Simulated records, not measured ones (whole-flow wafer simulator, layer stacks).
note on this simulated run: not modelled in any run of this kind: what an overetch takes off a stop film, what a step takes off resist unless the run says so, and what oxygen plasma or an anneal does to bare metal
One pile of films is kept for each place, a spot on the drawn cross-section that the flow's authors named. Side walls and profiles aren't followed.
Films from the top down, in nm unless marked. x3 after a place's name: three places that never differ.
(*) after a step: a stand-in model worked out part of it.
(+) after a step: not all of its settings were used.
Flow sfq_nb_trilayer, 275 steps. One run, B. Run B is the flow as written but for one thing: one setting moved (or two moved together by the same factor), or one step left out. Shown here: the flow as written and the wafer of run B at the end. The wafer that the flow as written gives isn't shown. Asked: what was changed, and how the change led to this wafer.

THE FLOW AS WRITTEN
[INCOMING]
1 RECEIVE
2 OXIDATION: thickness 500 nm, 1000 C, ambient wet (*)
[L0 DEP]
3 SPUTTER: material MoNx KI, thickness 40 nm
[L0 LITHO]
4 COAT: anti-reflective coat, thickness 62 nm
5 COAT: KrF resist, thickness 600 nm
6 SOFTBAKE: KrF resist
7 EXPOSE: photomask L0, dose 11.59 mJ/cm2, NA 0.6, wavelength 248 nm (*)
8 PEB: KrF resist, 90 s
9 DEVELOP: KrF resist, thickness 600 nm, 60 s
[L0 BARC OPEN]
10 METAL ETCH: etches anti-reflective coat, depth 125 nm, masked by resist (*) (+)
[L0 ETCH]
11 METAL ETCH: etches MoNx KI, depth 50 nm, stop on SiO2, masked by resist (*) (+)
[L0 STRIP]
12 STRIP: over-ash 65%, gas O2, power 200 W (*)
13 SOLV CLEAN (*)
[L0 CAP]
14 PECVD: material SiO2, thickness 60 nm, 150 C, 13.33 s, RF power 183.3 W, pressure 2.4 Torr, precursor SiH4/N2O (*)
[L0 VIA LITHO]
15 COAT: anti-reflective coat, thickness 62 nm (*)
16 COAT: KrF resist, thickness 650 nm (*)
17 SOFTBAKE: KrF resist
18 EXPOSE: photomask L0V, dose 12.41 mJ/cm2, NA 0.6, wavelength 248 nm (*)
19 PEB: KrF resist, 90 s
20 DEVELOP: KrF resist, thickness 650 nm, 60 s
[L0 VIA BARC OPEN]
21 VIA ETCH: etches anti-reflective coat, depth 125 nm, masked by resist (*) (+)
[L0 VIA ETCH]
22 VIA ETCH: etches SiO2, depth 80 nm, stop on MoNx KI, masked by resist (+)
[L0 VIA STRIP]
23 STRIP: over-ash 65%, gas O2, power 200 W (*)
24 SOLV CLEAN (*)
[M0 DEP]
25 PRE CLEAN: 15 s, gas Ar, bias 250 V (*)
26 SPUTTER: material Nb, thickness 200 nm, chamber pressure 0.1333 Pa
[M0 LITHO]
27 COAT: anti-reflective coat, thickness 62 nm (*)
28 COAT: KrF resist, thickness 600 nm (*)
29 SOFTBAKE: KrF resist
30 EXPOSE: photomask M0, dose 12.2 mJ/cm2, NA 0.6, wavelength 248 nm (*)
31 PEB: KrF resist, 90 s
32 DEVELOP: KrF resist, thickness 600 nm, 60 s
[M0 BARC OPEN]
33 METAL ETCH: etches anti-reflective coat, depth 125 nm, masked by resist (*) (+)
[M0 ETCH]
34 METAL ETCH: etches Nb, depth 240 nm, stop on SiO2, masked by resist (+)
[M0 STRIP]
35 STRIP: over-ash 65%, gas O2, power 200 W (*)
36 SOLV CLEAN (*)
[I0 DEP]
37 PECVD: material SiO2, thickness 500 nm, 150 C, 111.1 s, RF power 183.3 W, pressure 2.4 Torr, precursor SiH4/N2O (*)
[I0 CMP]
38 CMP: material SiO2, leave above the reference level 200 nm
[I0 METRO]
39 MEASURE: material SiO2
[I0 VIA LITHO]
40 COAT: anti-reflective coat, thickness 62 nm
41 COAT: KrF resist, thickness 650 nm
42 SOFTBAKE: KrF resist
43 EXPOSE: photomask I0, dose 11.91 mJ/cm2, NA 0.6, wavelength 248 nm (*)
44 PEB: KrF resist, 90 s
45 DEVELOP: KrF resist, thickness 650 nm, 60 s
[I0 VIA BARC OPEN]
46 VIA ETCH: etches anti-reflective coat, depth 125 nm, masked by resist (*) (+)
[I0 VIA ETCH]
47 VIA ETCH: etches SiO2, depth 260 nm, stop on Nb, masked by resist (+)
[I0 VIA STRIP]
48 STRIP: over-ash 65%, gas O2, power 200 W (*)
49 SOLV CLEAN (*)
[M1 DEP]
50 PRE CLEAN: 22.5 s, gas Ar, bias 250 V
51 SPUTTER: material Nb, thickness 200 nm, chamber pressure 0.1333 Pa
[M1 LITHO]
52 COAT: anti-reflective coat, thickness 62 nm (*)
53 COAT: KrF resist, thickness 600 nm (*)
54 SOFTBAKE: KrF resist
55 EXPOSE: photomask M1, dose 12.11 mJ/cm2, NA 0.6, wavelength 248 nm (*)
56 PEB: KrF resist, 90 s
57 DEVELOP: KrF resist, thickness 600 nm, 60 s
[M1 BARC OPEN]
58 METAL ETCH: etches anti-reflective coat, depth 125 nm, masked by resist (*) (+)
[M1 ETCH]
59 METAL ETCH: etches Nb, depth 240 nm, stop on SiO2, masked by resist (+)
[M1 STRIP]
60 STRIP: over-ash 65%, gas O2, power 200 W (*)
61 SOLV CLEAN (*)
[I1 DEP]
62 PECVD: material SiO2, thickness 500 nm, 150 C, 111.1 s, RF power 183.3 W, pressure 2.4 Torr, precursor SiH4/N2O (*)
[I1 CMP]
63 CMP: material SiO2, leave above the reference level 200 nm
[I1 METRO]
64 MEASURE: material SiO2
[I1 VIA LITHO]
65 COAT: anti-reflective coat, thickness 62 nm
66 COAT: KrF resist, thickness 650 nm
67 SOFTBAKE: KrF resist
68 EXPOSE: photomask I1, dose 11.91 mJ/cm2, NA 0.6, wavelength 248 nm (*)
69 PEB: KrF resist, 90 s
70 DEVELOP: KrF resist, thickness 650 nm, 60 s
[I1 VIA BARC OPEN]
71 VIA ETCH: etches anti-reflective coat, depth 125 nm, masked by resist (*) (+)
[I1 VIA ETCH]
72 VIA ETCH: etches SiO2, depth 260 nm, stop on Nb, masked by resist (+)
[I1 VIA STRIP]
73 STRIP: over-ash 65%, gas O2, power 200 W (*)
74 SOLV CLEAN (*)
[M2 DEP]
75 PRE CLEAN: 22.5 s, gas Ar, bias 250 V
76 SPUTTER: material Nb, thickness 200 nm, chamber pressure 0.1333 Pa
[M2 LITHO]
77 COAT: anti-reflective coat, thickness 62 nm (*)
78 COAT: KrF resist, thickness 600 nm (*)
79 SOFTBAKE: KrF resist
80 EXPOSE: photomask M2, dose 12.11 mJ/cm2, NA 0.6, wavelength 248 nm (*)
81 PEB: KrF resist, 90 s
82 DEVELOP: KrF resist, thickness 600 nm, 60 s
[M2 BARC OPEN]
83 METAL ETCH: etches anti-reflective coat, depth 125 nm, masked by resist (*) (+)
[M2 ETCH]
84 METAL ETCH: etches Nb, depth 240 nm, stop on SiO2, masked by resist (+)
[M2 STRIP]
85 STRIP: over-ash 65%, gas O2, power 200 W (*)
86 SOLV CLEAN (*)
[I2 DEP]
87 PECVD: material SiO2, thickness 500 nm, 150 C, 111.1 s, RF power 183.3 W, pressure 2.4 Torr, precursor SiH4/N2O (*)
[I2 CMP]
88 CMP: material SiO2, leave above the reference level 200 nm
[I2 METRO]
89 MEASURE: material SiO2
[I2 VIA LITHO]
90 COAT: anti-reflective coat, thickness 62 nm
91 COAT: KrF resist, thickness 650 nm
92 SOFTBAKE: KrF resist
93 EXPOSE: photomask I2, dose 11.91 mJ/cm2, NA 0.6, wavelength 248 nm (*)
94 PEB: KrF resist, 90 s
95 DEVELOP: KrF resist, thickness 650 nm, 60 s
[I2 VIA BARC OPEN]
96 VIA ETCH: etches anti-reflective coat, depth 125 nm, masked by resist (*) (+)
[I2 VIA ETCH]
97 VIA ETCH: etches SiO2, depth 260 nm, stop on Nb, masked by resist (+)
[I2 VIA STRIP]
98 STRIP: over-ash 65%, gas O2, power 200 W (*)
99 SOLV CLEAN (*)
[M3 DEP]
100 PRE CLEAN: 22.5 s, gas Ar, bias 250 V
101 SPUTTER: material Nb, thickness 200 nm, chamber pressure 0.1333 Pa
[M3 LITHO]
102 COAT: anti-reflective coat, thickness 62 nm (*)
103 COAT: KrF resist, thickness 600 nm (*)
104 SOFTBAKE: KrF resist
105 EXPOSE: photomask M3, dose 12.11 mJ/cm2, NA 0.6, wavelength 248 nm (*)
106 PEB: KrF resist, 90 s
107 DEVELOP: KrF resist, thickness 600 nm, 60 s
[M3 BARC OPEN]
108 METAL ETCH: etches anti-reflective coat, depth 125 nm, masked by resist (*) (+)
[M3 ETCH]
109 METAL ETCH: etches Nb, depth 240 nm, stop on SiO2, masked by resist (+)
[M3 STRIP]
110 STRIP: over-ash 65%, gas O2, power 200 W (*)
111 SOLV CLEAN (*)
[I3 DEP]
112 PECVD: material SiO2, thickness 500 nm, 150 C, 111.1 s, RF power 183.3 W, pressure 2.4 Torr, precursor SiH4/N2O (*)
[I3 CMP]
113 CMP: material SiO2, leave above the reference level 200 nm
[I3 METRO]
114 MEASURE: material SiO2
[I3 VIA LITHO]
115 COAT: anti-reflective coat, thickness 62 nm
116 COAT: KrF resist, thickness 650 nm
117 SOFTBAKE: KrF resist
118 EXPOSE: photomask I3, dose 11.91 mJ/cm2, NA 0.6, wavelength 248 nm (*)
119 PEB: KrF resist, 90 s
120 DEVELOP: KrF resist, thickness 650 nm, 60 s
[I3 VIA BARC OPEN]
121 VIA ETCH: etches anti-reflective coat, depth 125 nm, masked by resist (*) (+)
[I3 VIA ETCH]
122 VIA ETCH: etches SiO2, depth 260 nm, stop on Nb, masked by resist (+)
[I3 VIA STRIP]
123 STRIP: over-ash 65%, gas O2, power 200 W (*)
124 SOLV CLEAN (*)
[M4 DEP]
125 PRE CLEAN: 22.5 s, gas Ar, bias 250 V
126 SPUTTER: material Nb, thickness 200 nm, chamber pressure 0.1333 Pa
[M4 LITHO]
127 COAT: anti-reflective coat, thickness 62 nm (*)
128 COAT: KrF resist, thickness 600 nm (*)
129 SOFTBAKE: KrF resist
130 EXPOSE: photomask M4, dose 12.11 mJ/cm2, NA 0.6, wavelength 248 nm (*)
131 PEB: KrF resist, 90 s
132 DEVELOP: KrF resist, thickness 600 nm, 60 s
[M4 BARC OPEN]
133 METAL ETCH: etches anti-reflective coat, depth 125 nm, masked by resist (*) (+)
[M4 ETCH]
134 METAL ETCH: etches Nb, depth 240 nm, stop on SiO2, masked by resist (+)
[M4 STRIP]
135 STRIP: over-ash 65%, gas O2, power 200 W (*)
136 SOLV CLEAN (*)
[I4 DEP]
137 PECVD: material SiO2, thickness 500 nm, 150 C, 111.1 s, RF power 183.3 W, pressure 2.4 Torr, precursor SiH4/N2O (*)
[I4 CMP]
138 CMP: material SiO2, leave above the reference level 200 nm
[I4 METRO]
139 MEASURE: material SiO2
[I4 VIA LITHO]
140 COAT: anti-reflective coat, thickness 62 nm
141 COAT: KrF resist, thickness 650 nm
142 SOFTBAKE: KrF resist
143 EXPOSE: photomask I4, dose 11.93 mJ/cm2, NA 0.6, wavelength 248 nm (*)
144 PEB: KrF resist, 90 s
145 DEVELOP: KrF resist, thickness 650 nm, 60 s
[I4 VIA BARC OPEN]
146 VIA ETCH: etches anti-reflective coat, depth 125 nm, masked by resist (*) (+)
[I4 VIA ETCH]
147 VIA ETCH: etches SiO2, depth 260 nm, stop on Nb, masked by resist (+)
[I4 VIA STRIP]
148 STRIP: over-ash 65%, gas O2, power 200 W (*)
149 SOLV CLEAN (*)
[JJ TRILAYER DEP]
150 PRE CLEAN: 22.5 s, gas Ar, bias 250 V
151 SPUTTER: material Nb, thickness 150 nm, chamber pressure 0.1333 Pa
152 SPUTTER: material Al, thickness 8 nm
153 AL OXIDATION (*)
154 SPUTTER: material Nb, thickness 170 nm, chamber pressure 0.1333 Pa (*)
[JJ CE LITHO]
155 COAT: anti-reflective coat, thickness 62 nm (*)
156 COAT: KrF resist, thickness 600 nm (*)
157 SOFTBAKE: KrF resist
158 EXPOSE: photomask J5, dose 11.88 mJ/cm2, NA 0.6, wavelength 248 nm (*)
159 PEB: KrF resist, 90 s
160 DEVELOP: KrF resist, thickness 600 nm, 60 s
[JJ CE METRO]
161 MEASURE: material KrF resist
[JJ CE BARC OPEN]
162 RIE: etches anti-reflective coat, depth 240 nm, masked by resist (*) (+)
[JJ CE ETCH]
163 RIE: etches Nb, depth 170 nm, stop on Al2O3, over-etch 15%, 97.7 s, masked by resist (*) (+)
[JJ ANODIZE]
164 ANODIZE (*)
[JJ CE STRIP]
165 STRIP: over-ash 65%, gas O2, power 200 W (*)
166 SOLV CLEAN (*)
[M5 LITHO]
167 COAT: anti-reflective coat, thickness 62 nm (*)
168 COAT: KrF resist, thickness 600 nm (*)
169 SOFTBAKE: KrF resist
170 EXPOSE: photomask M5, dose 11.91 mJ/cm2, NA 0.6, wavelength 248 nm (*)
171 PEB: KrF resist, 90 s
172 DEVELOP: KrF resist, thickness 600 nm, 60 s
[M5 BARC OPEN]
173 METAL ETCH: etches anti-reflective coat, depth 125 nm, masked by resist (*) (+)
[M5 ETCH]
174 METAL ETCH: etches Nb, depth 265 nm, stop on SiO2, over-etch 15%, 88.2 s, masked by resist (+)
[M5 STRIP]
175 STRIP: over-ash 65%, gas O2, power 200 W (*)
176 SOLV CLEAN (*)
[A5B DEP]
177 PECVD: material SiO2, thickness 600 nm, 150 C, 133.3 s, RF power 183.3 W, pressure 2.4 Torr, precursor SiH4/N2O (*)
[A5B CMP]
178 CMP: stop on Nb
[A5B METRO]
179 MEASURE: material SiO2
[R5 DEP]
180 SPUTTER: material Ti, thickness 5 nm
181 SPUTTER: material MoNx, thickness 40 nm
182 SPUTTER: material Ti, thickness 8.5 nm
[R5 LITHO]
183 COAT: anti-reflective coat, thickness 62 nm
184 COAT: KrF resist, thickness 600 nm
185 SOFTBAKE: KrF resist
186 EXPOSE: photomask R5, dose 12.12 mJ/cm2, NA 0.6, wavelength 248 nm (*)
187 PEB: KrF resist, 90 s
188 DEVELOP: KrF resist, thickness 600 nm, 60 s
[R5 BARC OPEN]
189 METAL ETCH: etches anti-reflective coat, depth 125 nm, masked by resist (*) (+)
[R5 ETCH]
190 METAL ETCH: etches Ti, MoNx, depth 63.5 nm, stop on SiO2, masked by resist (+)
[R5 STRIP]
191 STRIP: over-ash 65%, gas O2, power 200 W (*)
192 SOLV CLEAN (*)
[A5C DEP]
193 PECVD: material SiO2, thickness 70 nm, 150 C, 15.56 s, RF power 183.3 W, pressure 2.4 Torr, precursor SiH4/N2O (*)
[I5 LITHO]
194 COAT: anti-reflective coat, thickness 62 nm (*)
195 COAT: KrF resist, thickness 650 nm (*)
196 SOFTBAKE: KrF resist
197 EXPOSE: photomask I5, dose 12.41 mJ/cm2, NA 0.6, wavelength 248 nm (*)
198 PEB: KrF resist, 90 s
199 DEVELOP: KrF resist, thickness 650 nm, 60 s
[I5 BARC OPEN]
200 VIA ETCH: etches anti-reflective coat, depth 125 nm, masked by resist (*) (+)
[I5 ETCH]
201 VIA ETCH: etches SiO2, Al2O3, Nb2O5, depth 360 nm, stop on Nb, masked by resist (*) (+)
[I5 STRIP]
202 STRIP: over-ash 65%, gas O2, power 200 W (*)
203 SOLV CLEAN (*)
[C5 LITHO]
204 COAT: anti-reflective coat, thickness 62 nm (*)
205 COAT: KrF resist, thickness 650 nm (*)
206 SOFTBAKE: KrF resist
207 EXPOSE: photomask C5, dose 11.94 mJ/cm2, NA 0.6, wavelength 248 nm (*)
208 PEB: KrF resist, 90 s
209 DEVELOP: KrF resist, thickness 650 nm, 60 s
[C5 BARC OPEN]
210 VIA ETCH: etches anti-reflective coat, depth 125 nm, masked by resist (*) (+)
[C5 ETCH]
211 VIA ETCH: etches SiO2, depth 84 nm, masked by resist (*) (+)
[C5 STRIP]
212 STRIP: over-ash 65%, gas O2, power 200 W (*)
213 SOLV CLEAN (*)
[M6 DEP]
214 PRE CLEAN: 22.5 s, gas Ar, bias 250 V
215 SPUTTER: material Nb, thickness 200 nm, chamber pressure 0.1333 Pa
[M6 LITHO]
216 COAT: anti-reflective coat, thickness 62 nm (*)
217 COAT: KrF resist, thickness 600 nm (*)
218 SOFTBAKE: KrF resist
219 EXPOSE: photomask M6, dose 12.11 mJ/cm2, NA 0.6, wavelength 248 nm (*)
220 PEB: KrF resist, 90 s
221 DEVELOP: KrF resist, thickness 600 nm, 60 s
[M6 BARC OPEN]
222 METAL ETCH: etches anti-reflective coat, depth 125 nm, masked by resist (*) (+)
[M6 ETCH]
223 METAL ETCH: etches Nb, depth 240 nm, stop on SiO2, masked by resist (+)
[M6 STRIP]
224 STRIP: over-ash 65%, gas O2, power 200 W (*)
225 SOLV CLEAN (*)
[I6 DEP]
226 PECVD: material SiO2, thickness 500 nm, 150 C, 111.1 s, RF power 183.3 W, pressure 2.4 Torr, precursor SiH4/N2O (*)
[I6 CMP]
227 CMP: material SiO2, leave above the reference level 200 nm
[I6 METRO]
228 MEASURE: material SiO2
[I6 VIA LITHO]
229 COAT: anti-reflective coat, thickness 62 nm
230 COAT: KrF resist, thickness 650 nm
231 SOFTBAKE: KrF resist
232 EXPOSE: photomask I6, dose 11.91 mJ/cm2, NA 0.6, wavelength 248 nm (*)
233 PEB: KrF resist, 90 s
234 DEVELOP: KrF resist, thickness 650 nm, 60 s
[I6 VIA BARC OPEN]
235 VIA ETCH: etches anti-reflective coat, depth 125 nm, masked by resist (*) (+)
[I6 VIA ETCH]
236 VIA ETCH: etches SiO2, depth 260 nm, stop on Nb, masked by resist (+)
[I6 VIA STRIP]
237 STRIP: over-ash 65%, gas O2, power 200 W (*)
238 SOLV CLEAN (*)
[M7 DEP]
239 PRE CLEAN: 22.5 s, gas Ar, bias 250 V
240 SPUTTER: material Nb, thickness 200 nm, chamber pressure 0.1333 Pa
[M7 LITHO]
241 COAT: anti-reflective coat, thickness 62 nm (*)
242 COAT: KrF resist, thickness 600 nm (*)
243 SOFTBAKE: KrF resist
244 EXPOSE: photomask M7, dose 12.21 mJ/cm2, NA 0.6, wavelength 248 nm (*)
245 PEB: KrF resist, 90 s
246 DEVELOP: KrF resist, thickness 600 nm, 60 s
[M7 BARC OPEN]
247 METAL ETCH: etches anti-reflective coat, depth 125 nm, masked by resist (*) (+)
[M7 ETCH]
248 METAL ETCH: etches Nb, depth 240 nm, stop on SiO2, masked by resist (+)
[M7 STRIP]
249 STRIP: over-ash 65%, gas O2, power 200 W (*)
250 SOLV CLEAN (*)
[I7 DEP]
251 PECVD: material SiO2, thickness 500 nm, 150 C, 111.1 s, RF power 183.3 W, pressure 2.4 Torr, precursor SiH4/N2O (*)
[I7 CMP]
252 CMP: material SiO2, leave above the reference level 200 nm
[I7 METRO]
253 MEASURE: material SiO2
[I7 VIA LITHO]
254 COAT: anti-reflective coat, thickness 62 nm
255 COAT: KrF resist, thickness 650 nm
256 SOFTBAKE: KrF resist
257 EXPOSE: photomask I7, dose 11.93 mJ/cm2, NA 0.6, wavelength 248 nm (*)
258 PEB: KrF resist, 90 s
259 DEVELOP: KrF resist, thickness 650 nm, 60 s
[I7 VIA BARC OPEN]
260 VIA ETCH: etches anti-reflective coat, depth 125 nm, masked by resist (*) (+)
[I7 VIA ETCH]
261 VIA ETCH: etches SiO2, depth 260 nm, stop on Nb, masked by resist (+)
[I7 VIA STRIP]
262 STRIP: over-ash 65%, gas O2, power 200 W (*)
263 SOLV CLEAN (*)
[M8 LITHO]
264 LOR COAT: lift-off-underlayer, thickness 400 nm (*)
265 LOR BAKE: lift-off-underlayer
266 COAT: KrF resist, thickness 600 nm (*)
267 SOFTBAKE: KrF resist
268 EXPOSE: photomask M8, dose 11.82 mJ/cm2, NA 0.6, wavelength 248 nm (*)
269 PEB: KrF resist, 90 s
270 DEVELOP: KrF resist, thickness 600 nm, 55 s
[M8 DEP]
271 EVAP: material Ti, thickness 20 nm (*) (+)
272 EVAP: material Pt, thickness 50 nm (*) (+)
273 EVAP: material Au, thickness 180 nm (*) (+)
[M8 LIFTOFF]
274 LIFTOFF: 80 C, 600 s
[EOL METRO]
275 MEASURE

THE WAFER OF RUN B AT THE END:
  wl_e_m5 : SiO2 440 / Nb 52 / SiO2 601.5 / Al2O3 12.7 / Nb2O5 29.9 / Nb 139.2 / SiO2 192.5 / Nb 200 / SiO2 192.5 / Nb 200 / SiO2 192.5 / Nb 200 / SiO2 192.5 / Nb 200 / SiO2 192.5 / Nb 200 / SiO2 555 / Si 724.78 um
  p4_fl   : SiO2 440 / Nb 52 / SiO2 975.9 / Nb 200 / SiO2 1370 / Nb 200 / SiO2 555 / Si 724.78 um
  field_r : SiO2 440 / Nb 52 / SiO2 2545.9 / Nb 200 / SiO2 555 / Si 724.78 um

The cause: step 240, SPUTTER: thickness 292 nm was run, where the flow has thickness 200 nm.

How the change led to this, step by step:
  240 SPUTTER: material Nb, thickness 200 nm, chamber pressure 0.1333 Pa
      field_l, v_sur, via_wl and 102 more: Nb +292 (new film) (as written it would be: Nb +200 (new film))
      via_v: Nb +235.8 (as written it would be: Nb +161.1)
  241 COAT: anti-reflective coat, thickness 62 nm (*)
      via_v: anti-reflective coat +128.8 (new film) (as written it would be: anti-reflective coat +126 (new film))
  248 METAL ETCH: etches Nb, depth 240 nm, stop on SiO2, masked by resist (+)
      field_l, field_r, lsp_l and 62 more: Nb -240 (as written it would be: Nb -200 (all of it))
  249 STRIP: over-ash 65%, gas O2, power 200 W (*)
      via_v: KrF resist -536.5 (all of it), anti-reflective coat -128.8 (all of it) (as written it would be: KrF resist -524.5 (all of it), anti-reflective coat -126 (all of it))
  251 PECVD: material SiO2, thickness 500 nm, 150 C, 111.1 s, RF power 183.3 W, pressure 2.4 Torr, precursor SiH4/N2O (*)
      field_l, p4_fl, p4_fm and 56 more: SiO2 +500 (new film) (as written it would be: SiO2 +500)
      field_r, lsp_l: SiO2 +473.2 (new film) (as written it would be: SiO2 +477.7)
      (and at 4 more places)
  252 CMP: material SiO2, leave above the reference level 200 nm
      field_l, p4_fl, p4_fm and 56 more: SiO2 -60 (as written it would be: SiO2 -100)
      field_r, lsp_l: SiO2 -33.2 (as written it would be: SiO2 -77.7)
      (and at 3 more places)
Counting metal films that touch as one body, wl_e_m5 has 7 bodies (between them, from the top down: SiO2 601.5 / Al2O3 12.7 / Nb2O5 29.9; SiO2 192.5; SiO2 192.5; SiO2 192.5; SiO2 192.5; SiO2 192.5); the flow as written gives 6 bodies (between them, from the top down: SiO2 192.5; SiO2 192.5; SiO2 192.5; SiO2 192.5; SiO2 192.5).
Counting metal films that touch as one body, p4_fl has 3 bodies (between them, from the top down: SiO2 975.9; SiO2 1370); the flow as written gives 2 bodies (between them, from the top down: SiO2 1370).
Counting metal films that touch as one body, field_r has 2 bodies (between them, from the top down: SiO2 2545.9); the flow as written gives 1 body.
